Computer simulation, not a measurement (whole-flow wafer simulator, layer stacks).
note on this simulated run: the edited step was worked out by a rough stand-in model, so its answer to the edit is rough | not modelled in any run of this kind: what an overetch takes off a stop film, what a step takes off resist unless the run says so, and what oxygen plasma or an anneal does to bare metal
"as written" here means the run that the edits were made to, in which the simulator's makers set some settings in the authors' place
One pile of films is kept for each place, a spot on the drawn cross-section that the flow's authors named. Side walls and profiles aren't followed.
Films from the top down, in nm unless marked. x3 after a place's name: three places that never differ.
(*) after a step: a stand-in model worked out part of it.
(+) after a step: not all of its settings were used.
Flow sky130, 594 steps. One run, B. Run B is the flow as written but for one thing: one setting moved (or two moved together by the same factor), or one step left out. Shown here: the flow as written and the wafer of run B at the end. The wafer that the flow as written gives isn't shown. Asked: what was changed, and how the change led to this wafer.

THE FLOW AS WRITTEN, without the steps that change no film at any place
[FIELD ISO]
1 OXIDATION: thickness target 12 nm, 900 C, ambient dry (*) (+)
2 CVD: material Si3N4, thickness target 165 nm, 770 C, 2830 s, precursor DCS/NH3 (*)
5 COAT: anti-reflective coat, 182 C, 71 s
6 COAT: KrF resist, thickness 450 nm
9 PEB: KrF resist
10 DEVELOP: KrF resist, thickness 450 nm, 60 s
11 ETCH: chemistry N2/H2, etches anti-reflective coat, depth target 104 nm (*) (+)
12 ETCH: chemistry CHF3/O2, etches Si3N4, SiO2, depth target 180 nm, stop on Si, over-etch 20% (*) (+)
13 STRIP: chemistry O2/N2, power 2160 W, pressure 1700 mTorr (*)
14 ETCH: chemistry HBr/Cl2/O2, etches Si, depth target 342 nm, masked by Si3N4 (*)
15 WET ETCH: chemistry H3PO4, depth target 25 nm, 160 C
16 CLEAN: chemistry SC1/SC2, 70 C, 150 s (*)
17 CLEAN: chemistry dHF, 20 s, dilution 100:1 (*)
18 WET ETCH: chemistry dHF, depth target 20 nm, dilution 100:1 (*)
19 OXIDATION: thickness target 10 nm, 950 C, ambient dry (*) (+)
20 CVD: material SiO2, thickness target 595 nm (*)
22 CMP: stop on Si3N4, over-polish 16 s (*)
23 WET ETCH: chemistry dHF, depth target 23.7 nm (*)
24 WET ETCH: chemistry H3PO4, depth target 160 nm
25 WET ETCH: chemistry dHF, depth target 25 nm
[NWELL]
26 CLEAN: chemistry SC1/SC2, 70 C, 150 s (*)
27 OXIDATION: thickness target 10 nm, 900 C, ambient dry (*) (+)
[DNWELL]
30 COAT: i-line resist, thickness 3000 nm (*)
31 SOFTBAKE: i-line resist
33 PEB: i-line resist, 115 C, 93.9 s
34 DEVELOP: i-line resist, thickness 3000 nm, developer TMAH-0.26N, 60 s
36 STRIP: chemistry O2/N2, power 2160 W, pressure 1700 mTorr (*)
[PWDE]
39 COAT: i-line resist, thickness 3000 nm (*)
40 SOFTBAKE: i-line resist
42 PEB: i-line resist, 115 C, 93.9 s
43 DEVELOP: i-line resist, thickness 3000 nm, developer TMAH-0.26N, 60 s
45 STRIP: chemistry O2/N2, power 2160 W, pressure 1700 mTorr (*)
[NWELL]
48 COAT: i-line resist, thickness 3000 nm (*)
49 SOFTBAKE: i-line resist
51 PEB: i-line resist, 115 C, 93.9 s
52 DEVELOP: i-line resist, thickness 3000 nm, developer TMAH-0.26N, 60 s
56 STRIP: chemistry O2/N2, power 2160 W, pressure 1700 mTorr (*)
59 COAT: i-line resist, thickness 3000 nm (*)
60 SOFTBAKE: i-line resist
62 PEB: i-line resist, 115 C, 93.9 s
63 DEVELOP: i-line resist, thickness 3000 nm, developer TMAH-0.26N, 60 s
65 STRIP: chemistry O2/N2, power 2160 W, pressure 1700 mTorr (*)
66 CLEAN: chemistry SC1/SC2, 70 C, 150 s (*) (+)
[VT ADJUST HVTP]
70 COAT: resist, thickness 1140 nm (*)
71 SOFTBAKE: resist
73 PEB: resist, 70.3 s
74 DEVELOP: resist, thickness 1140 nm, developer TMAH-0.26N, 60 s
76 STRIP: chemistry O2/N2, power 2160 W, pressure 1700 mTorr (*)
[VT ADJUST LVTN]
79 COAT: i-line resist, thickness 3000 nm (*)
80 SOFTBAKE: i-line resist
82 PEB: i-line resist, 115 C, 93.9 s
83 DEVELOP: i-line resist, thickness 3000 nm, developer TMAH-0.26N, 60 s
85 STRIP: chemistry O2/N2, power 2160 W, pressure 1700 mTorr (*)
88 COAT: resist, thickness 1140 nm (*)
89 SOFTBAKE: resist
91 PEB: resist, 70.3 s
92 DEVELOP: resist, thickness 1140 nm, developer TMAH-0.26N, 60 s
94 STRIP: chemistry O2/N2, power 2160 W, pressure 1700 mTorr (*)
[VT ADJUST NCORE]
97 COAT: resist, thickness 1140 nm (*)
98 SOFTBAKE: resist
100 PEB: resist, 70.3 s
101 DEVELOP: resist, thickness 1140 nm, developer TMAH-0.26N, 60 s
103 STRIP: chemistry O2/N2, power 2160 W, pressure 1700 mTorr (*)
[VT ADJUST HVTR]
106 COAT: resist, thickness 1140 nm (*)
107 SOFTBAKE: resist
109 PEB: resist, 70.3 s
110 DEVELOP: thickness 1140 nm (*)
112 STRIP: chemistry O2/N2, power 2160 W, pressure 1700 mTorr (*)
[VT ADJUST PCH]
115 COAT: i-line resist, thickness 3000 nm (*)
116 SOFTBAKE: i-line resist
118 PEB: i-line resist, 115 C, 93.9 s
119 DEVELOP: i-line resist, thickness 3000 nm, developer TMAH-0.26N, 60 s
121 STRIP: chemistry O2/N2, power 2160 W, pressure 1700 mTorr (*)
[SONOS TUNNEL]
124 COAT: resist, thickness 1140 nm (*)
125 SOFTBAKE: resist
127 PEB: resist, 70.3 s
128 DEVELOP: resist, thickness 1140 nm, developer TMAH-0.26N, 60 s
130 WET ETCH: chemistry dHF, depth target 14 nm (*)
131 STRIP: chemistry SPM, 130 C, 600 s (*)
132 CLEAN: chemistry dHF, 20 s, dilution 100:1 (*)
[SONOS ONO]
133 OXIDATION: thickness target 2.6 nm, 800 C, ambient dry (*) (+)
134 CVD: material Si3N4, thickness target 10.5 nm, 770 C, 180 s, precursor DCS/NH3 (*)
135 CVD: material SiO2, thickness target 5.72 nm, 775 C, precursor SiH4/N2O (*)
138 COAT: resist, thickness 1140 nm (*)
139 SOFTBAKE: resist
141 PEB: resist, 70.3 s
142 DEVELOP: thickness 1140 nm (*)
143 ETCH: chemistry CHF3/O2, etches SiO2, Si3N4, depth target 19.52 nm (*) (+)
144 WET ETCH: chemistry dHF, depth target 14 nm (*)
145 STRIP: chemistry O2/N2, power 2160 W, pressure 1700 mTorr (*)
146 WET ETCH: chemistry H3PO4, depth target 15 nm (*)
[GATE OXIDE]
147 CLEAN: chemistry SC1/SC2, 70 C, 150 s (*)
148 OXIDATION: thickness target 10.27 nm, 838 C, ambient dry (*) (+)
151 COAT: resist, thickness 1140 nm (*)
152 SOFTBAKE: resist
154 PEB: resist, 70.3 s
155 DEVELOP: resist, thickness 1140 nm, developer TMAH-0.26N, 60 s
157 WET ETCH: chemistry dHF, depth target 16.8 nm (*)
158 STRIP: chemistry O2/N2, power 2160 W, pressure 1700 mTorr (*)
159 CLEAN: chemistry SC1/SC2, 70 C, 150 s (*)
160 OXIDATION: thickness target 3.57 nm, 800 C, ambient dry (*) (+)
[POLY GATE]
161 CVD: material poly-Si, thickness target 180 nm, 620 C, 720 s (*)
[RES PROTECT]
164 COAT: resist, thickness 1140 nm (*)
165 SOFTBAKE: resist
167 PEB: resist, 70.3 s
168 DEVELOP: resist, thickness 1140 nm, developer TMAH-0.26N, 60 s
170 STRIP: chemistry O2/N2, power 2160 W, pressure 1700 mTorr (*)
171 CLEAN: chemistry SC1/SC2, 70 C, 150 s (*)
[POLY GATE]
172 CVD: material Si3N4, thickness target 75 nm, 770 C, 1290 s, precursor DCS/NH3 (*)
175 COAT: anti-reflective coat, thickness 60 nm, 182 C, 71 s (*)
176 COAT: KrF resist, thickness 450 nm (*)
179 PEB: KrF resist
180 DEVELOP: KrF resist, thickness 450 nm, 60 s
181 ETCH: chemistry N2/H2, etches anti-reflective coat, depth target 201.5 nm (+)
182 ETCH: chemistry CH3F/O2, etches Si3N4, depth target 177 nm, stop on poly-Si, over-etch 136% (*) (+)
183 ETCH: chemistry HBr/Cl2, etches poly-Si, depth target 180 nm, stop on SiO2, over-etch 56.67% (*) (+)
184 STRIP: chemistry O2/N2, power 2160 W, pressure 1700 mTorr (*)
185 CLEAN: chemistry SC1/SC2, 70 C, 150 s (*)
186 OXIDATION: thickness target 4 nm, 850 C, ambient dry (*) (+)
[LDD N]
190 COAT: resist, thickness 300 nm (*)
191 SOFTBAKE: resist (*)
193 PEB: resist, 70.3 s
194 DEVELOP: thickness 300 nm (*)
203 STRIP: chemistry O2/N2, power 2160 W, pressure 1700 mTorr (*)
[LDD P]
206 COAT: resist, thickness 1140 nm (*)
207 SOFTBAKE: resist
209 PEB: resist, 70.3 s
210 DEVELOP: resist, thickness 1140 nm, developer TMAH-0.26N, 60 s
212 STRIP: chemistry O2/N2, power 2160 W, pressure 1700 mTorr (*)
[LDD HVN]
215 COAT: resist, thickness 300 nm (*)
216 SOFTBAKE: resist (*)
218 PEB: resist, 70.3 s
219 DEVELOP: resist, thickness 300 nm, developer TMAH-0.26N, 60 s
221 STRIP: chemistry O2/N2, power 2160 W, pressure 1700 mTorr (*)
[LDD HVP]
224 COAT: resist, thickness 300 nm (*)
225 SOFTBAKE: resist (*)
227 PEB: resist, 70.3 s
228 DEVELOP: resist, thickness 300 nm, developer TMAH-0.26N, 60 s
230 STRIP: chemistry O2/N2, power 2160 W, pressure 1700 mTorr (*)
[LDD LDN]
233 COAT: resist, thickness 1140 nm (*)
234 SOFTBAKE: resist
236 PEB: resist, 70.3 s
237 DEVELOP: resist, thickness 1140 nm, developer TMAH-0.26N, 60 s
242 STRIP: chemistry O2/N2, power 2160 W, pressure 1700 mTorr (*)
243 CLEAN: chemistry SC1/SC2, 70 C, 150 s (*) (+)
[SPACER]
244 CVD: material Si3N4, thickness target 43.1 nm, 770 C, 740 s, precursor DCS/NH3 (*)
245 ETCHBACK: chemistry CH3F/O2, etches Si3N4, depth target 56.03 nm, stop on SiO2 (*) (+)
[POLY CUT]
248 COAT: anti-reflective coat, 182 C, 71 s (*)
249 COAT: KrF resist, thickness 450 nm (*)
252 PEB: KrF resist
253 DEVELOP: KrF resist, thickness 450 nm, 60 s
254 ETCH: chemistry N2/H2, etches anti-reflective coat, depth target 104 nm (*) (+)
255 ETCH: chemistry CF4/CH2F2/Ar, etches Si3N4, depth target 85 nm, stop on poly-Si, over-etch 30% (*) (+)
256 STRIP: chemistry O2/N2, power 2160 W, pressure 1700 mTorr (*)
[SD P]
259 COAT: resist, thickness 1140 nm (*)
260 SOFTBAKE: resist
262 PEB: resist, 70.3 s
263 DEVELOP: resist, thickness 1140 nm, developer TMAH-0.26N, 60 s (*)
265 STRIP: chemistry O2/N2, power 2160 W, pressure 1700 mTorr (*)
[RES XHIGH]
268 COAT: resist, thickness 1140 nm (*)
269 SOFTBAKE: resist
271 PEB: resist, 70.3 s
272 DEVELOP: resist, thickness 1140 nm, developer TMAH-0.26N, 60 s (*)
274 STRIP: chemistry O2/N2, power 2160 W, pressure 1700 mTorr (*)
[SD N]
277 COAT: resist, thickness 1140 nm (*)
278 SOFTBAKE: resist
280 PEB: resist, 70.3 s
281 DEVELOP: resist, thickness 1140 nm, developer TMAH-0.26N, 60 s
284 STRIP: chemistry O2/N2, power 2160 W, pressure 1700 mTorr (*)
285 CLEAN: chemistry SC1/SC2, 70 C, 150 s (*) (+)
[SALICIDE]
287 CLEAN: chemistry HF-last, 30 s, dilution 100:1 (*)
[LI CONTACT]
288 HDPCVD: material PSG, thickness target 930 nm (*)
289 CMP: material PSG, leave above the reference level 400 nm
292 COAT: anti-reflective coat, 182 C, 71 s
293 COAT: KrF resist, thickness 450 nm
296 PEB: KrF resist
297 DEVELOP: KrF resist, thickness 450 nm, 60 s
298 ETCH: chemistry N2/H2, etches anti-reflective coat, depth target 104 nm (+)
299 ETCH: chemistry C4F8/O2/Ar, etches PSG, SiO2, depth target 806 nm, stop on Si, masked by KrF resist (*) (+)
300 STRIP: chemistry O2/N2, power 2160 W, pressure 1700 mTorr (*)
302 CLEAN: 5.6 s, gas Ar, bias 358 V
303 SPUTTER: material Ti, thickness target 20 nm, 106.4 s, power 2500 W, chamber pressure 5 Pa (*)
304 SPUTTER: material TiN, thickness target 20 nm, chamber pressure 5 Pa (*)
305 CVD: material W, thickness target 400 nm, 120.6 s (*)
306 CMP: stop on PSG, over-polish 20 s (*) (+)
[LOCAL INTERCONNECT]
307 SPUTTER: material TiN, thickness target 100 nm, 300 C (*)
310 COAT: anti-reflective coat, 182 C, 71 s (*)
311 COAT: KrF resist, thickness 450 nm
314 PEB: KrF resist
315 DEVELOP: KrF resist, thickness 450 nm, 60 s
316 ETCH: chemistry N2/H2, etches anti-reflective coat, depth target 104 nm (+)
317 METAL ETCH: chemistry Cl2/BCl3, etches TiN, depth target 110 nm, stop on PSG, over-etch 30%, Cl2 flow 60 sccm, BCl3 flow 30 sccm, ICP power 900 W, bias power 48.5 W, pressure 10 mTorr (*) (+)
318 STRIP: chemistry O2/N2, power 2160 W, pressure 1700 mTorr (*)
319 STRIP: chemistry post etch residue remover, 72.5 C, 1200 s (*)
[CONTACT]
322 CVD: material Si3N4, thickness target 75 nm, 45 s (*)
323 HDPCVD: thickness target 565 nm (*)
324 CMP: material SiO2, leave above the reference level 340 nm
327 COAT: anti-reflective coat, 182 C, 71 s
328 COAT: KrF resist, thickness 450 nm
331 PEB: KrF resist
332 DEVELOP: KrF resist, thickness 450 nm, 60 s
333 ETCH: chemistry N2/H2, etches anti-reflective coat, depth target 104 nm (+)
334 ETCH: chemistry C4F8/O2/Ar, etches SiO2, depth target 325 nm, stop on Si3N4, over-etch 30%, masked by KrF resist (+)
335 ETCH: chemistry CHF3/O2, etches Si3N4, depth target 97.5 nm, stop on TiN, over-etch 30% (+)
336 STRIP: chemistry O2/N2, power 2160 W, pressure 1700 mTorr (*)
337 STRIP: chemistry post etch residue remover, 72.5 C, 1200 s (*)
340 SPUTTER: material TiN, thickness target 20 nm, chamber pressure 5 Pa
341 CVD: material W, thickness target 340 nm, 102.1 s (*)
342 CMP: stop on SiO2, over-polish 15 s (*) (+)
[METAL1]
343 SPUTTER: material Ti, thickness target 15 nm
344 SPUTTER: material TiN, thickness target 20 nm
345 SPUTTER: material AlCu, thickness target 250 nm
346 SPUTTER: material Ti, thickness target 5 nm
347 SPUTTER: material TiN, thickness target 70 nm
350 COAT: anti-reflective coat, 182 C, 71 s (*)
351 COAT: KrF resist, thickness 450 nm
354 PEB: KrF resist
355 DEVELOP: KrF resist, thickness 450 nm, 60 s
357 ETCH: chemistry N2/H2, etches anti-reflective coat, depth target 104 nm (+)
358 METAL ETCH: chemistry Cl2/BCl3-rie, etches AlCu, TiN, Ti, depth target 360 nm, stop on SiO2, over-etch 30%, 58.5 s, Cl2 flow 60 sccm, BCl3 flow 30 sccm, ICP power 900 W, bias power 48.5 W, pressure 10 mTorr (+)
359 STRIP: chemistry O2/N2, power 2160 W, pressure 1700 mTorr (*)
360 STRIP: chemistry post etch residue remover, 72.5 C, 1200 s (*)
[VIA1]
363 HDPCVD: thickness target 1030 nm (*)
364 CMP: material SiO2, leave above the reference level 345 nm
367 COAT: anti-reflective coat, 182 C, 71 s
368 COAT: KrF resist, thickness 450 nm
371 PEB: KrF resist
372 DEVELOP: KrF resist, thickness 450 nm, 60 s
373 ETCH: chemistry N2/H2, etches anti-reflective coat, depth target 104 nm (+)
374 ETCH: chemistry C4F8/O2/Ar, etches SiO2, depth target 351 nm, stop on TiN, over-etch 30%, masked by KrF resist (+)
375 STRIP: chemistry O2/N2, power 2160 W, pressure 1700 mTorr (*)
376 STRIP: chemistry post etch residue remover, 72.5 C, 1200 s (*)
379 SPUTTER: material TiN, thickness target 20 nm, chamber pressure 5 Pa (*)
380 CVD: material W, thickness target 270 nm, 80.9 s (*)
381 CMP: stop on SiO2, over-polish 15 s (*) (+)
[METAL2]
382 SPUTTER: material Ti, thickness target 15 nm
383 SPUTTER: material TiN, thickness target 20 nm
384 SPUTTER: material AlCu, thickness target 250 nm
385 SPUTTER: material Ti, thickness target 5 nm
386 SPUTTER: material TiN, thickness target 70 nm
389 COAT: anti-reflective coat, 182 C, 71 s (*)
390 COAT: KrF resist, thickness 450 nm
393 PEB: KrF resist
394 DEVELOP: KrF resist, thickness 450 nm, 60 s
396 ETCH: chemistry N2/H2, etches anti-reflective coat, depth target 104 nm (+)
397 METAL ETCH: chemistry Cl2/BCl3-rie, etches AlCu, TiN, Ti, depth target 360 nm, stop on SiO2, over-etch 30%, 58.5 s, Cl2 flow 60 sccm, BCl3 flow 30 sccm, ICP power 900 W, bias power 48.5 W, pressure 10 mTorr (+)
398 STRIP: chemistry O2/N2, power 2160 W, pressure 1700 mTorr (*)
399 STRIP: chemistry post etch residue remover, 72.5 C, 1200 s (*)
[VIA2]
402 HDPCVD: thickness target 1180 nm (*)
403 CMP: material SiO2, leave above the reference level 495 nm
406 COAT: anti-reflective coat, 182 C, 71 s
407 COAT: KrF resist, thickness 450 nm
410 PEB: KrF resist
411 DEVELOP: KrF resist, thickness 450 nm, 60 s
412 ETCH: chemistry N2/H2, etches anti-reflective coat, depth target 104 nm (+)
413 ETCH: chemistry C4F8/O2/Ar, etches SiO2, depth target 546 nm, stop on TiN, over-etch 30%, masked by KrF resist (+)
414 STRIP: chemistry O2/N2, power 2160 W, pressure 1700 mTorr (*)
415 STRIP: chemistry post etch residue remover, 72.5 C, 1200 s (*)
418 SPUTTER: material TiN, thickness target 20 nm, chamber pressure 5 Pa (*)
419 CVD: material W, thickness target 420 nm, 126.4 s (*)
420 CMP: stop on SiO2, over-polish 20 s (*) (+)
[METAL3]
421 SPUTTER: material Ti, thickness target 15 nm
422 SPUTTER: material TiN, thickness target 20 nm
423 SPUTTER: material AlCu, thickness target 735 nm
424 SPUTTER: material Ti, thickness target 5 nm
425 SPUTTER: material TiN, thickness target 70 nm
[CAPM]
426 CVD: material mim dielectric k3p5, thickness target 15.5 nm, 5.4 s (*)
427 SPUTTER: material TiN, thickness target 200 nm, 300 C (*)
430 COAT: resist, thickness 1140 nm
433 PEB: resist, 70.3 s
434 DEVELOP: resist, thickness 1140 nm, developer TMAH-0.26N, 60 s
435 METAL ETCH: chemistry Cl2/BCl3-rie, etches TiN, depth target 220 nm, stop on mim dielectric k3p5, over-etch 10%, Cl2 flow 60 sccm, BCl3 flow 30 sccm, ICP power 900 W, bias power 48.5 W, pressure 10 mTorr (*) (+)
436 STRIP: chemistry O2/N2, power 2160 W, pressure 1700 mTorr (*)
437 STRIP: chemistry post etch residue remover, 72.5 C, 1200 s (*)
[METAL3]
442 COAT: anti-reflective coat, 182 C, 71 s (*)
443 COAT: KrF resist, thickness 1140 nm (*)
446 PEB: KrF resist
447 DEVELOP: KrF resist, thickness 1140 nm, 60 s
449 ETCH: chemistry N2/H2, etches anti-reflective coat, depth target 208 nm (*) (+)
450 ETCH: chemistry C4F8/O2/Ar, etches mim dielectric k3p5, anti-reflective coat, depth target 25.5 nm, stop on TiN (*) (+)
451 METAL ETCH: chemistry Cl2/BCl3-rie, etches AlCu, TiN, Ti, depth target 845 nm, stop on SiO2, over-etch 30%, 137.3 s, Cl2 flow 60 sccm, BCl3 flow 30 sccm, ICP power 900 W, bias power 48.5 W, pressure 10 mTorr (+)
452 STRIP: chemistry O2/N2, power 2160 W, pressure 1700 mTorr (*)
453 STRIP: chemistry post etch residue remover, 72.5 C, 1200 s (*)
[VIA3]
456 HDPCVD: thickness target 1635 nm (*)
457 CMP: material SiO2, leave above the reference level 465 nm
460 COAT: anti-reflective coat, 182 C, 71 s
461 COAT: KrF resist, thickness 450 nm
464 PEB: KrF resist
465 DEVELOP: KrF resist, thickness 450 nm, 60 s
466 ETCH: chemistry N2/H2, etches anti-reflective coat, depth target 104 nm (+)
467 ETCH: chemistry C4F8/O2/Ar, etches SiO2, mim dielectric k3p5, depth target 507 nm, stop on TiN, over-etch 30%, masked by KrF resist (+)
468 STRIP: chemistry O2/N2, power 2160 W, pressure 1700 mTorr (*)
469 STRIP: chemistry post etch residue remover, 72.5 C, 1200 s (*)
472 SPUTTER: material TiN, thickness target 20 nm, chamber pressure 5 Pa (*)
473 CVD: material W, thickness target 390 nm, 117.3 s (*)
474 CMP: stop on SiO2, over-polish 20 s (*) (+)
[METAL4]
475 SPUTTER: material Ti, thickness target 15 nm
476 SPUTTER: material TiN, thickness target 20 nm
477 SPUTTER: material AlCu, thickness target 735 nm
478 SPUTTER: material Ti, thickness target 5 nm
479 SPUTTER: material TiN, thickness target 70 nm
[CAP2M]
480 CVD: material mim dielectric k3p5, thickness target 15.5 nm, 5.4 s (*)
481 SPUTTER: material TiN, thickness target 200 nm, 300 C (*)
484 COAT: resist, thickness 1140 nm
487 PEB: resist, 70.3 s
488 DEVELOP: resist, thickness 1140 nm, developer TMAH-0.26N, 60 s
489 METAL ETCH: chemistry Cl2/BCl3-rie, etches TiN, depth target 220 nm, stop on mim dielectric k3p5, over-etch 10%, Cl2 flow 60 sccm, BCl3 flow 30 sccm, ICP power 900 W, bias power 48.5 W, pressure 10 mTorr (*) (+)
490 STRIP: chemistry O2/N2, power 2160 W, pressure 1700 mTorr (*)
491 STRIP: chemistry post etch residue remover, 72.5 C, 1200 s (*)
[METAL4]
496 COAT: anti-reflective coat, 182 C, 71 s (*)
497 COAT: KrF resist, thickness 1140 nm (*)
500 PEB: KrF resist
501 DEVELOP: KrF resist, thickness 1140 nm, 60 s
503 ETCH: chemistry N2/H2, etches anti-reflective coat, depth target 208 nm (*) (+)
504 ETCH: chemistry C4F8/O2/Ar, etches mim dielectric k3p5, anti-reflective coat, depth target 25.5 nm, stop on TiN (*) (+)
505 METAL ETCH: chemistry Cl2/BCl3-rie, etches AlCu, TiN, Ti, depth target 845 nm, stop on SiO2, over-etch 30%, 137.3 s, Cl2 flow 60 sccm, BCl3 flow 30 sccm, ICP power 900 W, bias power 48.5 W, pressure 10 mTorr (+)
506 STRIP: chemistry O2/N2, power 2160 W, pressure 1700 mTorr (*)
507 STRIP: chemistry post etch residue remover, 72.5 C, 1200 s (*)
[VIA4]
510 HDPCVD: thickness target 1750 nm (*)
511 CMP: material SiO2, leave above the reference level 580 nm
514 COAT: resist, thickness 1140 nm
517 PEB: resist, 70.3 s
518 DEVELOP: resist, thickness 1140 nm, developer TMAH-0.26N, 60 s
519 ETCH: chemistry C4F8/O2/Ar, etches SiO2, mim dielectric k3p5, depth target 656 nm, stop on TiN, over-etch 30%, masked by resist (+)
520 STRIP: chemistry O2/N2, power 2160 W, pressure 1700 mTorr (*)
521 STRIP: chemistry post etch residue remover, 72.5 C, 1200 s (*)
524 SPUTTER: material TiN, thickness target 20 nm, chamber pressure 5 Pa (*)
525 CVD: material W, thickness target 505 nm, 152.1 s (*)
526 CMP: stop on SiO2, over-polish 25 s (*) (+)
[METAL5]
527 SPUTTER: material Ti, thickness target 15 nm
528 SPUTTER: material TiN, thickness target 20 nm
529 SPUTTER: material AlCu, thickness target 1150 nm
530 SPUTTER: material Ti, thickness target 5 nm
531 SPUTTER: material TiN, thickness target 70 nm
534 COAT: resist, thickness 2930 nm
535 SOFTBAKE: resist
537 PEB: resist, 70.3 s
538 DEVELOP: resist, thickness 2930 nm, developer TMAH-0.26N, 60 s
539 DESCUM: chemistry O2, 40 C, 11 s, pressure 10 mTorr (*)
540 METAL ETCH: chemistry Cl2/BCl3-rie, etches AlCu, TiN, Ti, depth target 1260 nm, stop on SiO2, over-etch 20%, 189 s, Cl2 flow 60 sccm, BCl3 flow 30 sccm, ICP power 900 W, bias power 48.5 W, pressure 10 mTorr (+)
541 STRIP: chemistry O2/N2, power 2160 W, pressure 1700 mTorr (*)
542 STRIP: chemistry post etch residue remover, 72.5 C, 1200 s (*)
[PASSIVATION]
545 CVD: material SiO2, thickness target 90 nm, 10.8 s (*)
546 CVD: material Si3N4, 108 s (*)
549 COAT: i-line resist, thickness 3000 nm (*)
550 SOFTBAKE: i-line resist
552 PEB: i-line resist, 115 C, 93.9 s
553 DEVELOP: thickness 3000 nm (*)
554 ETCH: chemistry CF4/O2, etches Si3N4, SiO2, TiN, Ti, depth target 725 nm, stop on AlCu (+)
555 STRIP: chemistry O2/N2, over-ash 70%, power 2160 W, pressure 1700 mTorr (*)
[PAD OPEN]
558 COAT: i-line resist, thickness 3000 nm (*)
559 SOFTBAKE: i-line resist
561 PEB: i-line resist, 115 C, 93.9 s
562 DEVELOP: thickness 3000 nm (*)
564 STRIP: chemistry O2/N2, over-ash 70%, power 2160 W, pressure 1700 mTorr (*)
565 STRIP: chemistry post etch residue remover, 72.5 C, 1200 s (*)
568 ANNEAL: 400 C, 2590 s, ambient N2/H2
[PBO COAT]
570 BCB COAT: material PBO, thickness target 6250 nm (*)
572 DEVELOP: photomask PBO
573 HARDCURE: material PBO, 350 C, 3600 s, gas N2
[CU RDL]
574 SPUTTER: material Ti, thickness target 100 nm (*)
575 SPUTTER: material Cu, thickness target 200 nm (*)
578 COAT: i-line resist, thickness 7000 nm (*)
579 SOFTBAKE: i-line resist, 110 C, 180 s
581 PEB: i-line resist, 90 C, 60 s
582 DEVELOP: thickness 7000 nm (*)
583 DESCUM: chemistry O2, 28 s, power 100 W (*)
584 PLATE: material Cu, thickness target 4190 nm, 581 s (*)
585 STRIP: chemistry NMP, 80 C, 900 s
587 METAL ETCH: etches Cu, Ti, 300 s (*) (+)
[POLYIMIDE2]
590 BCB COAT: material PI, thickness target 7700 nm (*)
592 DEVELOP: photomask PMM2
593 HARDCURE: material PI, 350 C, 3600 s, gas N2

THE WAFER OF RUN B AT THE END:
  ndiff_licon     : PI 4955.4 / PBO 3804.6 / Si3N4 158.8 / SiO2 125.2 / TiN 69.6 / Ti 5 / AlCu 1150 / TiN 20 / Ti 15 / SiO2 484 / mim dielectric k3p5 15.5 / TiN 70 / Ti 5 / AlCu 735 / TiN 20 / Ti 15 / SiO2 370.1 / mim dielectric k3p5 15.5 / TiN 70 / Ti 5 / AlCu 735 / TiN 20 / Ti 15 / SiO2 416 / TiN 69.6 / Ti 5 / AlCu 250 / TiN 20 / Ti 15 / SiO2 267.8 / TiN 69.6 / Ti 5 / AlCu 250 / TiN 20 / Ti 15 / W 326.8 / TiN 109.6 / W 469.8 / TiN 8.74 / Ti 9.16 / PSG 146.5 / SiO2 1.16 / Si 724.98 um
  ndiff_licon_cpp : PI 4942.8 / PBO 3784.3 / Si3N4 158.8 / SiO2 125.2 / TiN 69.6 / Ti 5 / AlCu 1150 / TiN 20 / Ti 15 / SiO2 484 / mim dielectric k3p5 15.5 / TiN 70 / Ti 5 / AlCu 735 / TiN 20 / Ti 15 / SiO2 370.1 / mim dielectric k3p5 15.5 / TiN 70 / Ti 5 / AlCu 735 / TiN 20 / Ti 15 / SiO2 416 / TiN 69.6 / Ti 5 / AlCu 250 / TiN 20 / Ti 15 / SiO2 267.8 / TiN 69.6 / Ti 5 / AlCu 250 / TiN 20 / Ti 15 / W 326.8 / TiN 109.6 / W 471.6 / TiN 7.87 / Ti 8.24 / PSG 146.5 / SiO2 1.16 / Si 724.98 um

The cause: step 299, ETCH: depth target 492 nm was run, where the flow has depth target 806 nm.

How the change led to this, step by step:
  299 ETCH: chemistry C4F8/O2/Ar, etches PSG, SiO2, depth target 806 nm, stop on Si, masked by KrF resist (*) (+)
      contact, ndiff_licon, ndiff_licon_cpp: PSG -492 (as written it would be: PSG -643.6 (all of it), SiO2 -1.16 (all of it))
      field, active, n_well and 184 more: KrF resist -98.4 (as written it would be: KrF resist -161.2)
  300 STRIP: chemistry O2/N2, power 2160 W, pressure 1700 mTorr (*)
      contact, ndiff_licon, ndiff_licon_cpp: nothing (as written it would be: chemical SiO2 +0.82 (new film), Si -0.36)
      field, active, n_well and 184 more: KrF resist -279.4 (all of it), anti-reflective coat -80 (all of it) (as written it would be: KrF resist -216.6 (all of it), anti-reflective coat -80 (all of it))
  302 CLEAN: 5.6 s, gas Ar, bias 358 V
      contact, ndiff_licon, ndiff_licon_cpp: PSG -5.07 (as written it would be: chemical SiO2 -0.82 (all of it))
  303 SPUTTER: material Ti, thickness target 20 nm, 106.4 s, power 2500 W, chamber pressure 5 Pa (*)
      ndiff_licon: Ti +9.16 (new film) (as written it would be: Ti +7.24 (new film))
      ndiff_licon_cpp: Ti +8.24 (new film) (as written it would be: Ti +6.53 (new film))
  304 SPUTTER: material TiN, thickness target 20 nm, chamber pressure 5 Pa (*)
      ndiff_licon: TiN +8.74 (new film) (as written it would be: TiN +6.83 (new film))
      ndiff_licon_cpp: TiN +7.87 (new film) (as written it would be: TiN +6.17 (new film))
  305 CVD: material W, thickness target 400 nm, 120.6 s (*)
      ndiff_licon: W +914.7 (new film) (as written it would be: W +1066.5 (new film))
      ndiff_licon_cpp: W +916.5 (new film) (as written it would be: W +1067.9 (new film))
  568 ANNEAL: 400 C, 2590 s, ambient N2/H2
      ndiff_licon, ndiff_licon_cpp: nothing (as written it would be: under 37 films: void +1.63 (new film), Ti -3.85, TiSi first +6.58 (new film), Si -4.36)
Counting metal films that touch as one body, ndiff_licon has 5 bodies (between them, from the top down: SiO2 484 / mim dielectric k3p5 15.5; SiO2 370.1 / mim dielectric k3p5 15.5; SiO2 416; SiO2 267.8); the flow as written gives 6 bodies (between them, from the top down: SiO2 484 / mim dielectric k3p5 15.5; SiO2 370.1 / mim dielectric k3p5 15.5; SiO2 416; SiO2 267.8; void 1.78).
Counting metal films that touch as one body, ndiff_licon_cpp has 5 bodies (between them, from the top down: SiO2 484 / mim dielectric k3p5 15.5; SiO2 370.1 / mim dielectric k3p5 15.5; SiO2 416; SiO2 267.8); the flow as written gives 6 bodies (between them, from the top down: SiO2 484 / mim dielectric k3p5 15.5; SiO2 370.1 / mim dielectric k3p5 15.5; SiO2 416; SiO2 267.8; void 1.78).
